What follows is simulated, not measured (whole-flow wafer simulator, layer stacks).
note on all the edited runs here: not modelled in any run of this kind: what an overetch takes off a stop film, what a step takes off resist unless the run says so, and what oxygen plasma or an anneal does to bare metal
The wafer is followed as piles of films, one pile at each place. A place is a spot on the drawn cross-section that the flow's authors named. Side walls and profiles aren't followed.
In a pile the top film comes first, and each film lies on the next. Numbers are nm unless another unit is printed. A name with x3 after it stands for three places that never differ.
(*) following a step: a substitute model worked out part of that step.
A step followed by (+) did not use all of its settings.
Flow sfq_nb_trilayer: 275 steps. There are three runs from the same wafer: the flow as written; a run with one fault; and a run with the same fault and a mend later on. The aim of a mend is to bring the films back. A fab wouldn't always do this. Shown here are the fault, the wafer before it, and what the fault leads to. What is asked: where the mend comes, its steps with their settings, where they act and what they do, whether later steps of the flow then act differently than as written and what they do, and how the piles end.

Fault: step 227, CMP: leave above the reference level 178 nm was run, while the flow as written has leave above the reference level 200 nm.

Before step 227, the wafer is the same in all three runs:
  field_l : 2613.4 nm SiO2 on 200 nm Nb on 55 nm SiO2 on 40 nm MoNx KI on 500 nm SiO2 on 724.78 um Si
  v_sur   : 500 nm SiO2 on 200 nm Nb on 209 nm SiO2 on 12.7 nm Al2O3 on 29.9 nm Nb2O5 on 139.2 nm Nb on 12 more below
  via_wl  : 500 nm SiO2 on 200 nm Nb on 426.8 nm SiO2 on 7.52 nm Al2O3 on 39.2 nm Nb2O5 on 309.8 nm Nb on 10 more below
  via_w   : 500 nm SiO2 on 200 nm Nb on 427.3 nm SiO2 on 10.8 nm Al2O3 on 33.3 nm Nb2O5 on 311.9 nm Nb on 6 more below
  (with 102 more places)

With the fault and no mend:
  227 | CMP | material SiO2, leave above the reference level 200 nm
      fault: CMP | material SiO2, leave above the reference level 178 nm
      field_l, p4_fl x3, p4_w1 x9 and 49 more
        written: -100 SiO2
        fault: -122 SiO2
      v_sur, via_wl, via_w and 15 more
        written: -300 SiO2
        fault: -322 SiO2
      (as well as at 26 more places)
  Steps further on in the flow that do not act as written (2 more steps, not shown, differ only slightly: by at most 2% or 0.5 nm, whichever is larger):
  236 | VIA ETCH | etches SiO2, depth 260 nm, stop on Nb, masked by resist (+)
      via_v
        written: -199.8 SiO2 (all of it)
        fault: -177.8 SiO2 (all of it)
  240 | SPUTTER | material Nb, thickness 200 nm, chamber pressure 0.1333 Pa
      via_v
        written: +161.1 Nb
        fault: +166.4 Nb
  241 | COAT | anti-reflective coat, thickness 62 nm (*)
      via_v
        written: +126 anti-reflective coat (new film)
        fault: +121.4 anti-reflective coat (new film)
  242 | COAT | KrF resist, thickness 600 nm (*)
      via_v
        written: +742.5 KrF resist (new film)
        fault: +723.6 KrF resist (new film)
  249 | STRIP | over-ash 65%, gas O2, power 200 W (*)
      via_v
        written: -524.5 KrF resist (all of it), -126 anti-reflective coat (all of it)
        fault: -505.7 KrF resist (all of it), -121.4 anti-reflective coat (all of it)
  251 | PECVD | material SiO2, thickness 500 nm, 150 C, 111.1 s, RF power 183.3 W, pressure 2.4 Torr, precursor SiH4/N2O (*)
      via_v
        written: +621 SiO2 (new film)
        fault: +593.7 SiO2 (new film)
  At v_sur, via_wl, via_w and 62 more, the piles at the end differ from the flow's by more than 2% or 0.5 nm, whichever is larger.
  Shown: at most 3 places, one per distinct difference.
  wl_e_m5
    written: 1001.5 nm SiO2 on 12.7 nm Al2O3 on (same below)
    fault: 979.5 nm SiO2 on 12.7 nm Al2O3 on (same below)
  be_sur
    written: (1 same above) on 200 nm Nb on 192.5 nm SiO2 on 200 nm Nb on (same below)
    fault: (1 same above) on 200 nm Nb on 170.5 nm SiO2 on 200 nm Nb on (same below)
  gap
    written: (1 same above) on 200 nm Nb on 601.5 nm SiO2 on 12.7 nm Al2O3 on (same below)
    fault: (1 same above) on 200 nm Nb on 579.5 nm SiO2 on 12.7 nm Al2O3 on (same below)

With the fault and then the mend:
  The mend follows step 228.
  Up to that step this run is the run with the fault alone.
  228a | PECVD | material SiO2, thickness 22 nm, 150 C, 4.889 s, RF power 183.3 W, pressure 2.4 Torr, precursor SiH4/N2O (a further turn of the flow's step 226, with different settings)
      field_l, v_sur, via_wl and 103 more
        +22 SiO2
  None of the later steps of the flow differs from how it acts as written, at any place that is followed, by more than 2% or 0.5 nm, whichever is larger.
  At every place that both follow, the piles at the end match the flow's.
